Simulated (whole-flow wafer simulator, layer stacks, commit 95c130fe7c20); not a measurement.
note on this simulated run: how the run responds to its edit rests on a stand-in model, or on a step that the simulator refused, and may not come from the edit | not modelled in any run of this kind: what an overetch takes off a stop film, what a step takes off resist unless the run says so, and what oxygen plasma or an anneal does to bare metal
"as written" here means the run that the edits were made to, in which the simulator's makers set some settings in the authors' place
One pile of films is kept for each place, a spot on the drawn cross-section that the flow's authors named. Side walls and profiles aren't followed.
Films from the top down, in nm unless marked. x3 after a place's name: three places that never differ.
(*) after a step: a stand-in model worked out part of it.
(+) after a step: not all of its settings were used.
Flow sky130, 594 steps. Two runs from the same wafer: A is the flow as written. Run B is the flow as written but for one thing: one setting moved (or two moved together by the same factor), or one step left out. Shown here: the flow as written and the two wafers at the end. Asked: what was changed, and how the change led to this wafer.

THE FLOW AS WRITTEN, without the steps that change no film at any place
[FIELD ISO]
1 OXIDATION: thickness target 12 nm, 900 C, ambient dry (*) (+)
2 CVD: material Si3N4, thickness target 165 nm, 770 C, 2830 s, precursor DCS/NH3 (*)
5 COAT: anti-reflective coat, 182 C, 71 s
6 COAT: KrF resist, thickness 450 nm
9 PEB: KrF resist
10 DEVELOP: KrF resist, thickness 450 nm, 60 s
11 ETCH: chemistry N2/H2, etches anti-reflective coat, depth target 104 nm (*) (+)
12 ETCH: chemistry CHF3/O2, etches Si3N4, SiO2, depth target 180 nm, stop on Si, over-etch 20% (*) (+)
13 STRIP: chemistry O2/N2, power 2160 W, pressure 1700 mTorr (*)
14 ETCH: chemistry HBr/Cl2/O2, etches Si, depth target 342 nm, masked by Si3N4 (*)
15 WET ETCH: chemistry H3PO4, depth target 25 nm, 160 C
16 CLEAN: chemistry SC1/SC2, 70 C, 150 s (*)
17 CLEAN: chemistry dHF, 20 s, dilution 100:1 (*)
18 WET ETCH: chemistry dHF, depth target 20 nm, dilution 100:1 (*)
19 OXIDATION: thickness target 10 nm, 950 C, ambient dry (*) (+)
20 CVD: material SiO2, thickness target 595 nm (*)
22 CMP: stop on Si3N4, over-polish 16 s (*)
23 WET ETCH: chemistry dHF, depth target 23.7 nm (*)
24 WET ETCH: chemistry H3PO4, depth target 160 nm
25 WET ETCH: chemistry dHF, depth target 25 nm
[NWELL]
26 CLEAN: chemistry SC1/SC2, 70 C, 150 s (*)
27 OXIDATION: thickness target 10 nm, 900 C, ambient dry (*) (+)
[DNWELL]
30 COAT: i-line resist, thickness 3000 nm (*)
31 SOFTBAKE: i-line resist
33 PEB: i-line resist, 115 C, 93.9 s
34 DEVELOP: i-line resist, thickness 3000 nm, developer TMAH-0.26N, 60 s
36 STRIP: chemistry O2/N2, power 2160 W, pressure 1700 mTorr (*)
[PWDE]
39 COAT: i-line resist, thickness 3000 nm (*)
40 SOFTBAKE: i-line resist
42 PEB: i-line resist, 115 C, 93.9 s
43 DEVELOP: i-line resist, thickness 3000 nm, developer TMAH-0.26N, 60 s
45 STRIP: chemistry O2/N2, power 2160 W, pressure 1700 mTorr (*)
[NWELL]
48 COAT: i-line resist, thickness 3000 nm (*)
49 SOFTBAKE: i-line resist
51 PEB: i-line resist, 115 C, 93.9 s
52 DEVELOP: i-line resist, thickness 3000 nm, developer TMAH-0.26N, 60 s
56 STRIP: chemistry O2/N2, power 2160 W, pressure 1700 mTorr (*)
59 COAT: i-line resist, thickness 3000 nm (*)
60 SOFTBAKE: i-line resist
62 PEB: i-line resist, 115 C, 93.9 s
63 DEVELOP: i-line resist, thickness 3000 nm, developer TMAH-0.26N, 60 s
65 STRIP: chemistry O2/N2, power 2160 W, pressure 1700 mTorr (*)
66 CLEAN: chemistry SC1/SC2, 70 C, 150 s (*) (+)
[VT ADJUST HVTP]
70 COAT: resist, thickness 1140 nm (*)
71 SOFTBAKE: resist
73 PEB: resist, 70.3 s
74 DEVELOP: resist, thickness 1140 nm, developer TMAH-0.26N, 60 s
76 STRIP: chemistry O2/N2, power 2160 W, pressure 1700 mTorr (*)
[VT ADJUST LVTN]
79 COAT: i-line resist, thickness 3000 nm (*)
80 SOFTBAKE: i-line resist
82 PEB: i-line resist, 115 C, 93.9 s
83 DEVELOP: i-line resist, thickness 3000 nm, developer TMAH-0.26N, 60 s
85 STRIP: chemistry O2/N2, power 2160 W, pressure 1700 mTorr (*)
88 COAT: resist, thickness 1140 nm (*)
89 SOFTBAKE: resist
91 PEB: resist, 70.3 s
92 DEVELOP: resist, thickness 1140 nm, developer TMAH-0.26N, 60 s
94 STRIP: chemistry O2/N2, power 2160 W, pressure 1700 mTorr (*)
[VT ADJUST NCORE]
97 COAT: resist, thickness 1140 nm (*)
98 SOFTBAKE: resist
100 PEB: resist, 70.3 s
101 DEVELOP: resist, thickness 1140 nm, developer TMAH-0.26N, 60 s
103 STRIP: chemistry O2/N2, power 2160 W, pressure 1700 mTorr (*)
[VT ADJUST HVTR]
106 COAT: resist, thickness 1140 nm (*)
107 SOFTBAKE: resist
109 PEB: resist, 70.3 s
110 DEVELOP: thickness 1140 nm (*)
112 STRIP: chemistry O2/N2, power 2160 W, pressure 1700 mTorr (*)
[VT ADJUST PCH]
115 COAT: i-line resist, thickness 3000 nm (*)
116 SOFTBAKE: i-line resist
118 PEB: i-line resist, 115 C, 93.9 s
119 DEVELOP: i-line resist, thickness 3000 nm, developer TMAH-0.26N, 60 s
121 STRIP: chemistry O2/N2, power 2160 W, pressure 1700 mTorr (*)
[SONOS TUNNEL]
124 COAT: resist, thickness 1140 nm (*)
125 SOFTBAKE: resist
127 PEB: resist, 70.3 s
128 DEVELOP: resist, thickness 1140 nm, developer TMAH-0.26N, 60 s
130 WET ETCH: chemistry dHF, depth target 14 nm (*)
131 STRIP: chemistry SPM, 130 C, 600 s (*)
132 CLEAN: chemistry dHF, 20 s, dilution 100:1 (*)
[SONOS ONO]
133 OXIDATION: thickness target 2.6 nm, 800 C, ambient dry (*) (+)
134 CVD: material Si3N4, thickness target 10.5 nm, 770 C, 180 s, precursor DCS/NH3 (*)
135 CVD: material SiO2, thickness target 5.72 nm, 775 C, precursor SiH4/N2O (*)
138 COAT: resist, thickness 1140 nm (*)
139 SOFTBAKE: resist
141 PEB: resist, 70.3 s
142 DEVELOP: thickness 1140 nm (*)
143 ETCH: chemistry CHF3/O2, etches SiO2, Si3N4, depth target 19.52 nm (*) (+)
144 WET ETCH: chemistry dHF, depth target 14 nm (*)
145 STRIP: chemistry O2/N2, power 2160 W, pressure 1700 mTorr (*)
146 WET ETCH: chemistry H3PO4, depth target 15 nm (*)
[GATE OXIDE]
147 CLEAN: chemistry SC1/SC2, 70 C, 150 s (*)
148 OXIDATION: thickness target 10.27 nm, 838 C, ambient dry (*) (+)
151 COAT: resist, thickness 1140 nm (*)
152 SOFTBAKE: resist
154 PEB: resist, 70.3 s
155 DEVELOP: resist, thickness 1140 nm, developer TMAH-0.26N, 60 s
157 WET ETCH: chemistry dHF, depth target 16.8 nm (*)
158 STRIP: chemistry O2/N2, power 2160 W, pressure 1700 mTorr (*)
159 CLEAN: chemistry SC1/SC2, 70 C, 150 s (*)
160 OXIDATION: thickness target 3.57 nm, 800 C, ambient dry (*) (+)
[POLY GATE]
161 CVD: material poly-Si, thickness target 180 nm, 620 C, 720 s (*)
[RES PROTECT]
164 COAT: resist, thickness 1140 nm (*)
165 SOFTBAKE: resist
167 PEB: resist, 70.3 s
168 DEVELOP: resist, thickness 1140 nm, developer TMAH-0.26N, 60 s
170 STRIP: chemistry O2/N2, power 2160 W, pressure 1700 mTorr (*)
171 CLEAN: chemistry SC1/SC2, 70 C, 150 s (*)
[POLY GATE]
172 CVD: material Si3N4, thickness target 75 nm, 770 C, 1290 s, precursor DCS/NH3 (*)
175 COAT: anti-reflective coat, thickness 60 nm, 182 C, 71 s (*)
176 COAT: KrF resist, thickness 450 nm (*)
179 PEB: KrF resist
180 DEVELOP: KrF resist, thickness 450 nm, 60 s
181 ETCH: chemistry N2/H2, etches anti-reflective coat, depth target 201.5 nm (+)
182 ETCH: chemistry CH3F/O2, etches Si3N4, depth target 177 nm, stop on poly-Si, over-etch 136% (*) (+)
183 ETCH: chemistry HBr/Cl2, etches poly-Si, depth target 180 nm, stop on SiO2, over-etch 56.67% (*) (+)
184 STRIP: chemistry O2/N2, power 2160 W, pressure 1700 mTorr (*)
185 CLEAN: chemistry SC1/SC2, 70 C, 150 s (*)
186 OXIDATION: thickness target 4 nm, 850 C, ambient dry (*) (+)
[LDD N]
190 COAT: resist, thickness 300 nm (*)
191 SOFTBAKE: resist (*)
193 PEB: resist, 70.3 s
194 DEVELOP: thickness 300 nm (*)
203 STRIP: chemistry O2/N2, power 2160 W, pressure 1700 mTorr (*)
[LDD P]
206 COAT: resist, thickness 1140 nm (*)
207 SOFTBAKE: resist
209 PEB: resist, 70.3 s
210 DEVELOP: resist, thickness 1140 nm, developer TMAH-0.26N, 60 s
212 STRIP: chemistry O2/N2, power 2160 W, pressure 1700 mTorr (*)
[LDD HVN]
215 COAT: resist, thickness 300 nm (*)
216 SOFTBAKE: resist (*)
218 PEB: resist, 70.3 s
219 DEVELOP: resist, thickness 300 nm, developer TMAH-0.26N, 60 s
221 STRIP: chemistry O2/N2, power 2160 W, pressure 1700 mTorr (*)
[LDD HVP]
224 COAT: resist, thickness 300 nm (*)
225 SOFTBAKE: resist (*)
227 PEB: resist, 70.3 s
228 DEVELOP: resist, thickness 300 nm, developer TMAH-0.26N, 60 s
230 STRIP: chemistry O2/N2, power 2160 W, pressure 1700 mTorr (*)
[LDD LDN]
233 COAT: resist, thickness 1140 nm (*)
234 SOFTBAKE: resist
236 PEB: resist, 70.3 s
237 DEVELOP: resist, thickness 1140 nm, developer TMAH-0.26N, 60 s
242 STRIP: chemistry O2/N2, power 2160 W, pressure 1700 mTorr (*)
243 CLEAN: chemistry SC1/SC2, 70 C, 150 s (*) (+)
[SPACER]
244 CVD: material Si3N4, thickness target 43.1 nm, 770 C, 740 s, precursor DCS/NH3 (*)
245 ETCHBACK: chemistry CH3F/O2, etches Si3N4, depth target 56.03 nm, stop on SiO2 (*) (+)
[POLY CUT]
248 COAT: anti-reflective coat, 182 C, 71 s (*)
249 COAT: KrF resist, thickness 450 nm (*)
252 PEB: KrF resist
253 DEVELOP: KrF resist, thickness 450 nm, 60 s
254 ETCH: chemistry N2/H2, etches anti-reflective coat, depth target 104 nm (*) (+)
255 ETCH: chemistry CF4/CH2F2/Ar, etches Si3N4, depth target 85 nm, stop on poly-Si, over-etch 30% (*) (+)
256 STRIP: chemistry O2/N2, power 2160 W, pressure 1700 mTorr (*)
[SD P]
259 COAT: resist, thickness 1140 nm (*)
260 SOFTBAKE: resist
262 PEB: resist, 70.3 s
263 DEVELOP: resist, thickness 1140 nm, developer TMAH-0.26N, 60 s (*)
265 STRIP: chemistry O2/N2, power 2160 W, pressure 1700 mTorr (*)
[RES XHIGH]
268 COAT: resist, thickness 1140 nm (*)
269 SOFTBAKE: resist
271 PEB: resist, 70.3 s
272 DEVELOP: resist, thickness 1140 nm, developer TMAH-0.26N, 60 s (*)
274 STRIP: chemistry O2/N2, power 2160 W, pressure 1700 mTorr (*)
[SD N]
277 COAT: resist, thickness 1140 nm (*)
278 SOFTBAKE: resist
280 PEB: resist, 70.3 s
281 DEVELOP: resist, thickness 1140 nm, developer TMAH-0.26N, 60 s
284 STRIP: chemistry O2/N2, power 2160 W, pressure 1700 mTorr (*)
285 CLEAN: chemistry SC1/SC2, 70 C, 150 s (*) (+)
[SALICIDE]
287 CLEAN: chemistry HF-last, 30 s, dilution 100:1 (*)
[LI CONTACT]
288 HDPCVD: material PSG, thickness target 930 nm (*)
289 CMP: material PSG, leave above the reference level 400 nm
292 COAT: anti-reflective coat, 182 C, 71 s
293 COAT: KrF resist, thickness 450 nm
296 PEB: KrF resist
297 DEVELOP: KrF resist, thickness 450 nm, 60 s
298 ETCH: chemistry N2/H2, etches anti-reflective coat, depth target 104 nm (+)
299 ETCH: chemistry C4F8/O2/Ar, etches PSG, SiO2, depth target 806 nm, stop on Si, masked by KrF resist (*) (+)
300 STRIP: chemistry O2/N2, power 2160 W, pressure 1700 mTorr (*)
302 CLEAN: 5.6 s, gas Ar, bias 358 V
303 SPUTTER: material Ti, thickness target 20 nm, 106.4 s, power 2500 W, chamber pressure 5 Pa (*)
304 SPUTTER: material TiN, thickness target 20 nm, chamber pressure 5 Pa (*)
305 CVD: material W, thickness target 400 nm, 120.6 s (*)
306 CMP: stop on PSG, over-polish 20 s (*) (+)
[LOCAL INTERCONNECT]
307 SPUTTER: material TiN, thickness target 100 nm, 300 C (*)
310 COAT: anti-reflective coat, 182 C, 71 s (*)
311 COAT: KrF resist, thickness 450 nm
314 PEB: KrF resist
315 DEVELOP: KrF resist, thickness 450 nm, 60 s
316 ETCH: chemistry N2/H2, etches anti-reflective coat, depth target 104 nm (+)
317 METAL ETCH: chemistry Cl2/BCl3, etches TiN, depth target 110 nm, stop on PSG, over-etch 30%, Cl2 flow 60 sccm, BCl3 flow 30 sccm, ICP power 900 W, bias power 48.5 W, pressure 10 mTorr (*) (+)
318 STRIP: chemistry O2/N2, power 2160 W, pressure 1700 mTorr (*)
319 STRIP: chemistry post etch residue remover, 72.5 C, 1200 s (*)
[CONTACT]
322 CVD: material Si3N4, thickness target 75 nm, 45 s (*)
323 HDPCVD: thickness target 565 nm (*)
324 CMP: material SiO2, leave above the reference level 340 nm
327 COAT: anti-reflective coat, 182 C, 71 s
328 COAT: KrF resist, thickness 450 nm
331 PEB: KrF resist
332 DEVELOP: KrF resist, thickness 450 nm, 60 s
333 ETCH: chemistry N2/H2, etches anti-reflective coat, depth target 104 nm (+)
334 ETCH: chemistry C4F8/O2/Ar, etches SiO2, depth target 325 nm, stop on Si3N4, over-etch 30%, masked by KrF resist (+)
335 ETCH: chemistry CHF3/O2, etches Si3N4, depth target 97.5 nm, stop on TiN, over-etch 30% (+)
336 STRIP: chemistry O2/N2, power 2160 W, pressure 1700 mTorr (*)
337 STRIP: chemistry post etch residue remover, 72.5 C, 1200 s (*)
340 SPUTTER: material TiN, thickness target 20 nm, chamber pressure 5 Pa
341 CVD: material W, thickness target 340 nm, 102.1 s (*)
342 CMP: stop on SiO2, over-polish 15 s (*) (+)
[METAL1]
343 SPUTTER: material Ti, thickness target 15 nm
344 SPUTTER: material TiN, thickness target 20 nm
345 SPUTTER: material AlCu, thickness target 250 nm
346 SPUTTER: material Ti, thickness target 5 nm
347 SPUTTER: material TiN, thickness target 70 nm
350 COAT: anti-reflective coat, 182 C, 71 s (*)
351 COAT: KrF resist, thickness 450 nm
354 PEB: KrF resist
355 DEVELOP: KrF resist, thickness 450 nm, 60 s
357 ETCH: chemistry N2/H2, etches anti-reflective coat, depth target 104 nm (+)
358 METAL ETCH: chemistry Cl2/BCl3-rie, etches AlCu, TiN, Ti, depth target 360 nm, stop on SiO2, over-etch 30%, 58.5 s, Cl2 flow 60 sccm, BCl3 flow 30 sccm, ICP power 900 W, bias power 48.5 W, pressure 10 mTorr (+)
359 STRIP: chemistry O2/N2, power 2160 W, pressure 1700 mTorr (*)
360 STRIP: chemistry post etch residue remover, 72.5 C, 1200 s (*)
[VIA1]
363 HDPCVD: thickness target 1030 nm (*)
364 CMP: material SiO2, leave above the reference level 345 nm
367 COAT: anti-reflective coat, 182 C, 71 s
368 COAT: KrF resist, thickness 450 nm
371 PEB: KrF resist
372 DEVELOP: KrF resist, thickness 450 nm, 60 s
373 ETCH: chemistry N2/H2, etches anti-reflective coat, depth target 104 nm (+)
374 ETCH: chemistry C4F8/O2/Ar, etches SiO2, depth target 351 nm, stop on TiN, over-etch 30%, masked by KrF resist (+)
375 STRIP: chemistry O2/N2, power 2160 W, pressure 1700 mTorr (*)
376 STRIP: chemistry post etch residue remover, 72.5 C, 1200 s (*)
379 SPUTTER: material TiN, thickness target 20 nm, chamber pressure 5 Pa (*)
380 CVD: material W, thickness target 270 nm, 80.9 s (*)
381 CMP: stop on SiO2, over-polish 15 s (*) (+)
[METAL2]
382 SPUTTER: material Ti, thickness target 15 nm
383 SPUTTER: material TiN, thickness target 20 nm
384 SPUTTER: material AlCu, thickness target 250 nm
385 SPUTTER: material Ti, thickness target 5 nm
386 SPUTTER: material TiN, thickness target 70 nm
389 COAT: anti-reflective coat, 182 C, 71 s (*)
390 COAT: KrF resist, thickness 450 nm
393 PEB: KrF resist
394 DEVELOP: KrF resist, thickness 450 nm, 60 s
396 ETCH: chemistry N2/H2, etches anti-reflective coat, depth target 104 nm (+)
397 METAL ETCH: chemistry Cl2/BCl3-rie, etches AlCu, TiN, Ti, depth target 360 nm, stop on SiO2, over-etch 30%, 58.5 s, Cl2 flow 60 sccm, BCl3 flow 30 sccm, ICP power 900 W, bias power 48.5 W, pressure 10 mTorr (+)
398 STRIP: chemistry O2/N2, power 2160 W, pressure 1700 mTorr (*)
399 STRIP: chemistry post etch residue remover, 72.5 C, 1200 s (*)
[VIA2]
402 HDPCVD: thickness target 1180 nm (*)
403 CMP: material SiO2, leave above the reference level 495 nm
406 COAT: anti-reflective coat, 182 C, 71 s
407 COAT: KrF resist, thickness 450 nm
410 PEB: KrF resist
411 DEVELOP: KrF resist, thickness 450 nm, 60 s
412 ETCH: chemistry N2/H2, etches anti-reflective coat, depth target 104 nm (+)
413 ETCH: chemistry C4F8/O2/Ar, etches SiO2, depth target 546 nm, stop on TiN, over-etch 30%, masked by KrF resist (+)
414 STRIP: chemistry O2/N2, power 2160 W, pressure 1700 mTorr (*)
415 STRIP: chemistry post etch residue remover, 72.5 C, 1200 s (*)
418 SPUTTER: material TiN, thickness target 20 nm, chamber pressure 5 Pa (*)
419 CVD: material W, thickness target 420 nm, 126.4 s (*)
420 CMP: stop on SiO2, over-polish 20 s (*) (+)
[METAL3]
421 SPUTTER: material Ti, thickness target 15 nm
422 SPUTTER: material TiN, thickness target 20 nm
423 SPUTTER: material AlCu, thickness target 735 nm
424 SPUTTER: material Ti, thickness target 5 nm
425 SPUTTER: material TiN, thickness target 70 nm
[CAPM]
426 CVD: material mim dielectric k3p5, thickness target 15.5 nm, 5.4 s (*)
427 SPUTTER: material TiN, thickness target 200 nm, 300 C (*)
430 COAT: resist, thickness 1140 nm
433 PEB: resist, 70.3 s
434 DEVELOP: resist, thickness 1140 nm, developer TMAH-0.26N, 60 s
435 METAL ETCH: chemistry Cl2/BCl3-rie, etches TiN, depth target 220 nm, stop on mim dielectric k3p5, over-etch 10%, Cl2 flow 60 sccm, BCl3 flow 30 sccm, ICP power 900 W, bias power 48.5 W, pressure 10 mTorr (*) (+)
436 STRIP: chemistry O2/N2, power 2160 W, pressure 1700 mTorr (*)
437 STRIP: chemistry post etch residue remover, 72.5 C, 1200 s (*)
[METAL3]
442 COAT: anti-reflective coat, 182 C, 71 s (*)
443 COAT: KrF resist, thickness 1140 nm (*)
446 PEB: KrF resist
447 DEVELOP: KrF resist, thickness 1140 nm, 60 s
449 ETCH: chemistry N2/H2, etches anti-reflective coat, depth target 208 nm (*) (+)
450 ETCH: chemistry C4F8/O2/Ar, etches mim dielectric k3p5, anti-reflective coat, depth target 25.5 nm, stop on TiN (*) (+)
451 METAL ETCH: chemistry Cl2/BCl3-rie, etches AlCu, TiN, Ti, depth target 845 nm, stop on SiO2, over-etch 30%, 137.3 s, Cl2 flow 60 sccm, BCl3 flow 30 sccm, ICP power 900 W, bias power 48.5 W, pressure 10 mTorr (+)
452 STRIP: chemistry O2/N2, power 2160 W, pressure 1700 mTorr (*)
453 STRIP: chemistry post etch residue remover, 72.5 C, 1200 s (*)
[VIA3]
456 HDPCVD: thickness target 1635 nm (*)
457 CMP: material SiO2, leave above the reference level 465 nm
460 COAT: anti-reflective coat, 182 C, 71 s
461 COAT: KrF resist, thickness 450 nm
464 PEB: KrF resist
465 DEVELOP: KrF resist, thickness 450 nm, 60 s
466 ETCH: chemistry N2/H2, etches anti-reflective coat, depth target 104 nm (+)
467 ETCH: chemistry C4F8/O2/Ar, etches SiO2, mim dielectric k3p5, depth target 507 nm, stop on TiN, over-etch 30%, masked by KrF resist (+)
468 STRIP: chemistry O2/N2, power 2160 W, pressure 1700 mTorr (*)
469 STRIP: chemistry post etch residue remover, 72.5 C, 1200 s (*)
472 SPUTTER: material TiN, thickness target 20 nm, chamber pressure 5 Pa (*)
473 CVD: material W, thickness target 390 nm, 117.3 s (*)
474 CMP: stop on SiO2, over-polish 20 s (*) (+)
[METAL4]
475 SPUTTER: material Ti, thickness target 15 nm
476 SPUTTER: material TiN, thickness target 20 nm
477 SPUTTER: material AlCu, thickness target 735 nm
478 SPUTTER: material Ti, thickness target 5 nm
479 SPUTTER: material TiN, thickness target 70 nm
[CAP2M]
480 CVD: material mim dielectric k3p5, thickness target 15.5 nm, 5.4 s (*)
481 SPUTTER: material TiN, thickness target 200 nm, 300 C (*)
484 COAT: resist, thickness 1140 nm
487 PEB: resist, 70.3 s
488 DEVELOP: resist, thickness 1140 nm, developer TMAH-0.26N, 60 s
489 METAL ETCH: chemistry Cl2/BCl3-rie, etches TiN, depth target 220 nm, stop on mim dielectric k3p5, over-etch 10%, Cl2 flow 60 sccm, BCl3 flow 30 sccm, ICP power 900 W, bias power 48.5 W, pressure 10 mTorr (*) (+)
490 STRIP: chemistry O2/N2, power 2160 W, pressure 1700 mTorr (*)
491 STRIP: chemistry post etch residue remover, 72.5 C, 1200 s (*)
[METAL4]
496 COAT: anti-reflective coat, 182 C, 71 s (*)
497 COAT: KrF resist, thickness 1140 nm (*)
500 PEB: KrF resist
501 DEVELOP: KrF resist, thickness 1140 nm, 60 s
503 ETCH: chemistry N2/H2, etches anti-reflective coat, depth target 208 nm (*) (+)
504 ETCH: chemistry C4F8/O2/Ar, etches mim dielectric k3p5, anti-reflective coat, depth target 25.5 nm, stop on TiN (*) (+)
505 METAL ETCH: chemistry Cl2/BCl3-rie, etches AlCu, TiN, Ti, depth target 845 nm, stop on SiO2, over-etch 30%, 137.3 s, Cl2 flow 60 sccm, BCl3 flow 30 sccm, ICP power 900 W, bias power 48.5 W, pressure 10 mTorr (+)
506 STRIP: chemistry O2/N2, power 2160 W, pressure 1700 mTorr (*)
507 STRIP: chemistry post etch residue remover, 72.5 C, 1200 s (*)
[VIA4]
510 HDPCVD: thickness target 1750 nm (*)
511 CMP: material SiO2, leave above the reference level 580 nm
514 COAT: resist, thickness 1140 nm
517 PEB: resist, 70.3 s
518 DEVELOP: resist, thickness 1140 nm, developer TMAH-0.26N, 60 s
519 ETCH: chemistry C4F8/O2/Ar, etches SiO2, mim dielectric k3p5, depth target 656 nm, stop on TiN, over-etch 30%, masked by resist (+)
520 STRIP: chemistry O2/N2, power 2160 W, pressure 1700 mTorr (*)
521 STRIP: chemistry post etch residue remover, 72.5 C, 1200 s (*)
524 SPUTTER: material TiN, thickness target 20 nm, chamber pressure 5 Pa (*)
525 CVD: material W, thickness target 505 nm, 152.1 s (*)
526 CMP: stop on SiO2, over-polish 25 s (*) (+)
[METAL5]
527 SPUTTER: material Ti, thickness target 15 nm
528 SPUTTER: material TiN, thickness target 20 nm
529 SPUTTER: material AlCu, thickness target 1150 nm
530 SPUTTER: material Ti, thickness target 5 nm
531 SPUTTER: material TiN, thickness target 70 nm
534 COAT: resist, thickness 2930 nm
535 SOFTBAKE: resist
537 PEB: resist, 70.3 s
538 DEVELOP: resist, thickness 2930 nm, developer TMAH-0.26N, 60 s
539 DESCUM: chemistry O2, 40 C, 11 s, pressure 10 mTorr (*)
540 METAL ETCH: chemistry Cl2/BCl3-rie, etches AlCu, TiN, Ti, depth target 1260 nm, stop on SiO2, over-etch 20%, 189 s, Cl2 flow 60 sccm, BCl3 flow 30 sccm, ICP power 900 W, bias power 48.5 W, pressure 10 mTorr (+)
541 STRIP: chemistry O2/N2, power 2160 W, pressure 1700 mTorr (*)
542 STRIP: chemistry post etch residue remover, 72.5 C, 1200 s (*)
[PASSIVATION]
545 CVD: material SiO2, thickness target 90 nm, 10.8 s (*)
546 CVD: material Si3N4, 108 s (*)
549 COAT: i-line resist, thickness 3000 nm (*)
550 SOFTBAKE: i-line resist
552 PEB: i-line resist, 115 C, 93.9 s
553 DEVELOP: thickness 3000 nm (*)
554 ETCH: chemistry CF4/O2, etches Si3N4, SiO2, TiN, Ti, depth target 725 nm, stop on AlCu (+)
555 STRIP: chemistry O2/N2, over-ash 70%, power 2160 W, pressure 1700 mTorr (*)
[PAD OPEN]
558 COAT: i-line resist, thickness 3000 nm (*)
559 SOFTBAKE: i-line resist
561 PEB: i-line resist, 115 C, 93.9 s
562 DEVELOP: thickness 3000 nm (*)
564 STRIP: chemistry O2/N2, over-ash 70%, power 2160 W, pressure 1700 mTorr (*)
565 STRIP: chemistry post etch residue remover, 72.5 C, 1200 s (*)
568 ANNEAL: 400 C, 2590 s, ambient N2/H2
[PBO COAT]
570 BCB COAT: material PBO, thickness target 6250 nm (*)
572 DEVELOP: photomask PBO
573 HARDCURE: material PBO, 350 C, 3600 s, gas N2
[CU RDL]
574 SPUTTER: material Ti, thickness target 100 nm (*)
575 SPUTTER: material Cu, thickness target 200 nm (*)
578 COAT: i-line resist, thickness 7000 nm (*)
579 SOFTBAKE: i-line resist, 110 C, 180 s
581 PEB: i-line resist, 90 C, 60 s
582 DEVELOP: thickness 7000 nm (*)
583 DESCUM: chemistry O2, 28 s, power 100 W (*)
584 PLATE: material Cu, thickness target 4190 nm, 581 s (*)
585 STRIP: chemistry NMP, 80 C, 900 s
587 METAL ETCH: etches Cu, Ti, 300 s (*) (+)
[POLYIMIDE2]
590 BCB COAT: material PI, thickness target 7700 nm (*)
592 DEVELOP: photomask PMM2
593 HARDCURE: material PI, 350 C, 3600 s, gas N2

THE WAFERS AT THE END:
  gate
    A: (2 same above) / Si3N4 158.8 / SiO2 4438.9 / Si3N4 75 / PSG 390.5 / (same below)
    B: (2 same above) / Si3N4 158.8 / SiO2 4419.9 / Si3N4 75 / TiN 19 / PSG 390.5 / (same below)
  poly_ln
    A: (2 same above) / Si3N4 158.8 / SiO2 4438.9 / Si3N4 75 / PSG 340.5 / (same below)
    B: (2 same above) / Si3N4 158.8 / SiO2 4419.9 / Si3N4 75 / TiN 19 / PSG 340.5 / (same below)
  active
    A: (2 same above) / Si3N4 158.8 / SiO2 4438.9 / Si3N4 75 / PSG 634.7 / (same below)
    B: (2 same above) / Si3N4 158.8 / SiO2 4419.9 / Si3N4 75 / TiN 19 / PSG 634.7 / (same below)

The cause: step 316, ETCH: depth target 59.3 nm was run, where the flow has depth target 104 nm.

How the change led to this, step by step:
  316 ETCH: chemistry N2/H2, etches anti-reflective coat, depth target 104 nm (+)
      field, active, gate and 87 more: A anti-reflective coat -80 (all of it), TiN -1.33 | B anti-reflective coat -59.3
      rpo_hd: A anti-reflective coat -80 (all of it), TiN -1.34 | B anti-reflective coat -59.3
      (and at 100 more places)
  317 METAL ETCH: chemistry Cl2/BCl3, etches TiN, depth target 110 nm, stop on PSG, over-etch 30%, Cl2 flow 60 sccm, BCl3 flow 30 sccm, ICP power 900 W, bias power 48.5 W, pressure 10 mTorr (*) (+)
      field, active, gate and 84 more: A TiN -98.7 (all of it) | B anti-reflective coat -20.7 (all of it), TiN -80.5
      rpo_hd, rpm_encl, rpm_encl_psd, iso_guard_nsd_tip: A TiN -98.7 (all of it) | B anti-reflective coat -20.7 (all of it), TiN -80.6
  318 STRIP: chemistry O2/N2, power 2160 W, pressure 1700 mTorr (*)
      n_well, p_well, gate_hv and 93 more: A KrF resist -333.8 (all of it), anti-reflective coat -80 (all of it) | B KrF resist -358.7 (all of it), anti-reflective coat -80 (all of it)
      poly_licon, ndiff_licon, ndiff_licon_cpp, rpo_hd_licon: A KrF resist -333.9 (all of it), anti-reflective coat -80.5 (all of it) | B KrF resist -358.7 (all of it), anti-reflective coat -80.5 (all of it)
  324 CMP: material SiO2, leave above the reference level 340 nm
      field, active, gate and 84 more: A SiO2 -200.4 | B SiO2 -219.5
      rpo_hd, rpm_encl, rpm_encl_psd, iso_guard_nsd_tip: A SiO2 -200.4 | B SiO2 -219.4
Counting metal films that touch as one body, gate has 1 body; the flow as written gives 0 bodies.
Counting metal films that touch as one body, poly_ln has 1 body; the flow as written gives 0 bodies.
Counting metal films that touch as one body, active has 1 body; the flow as written gives 0 bodies.
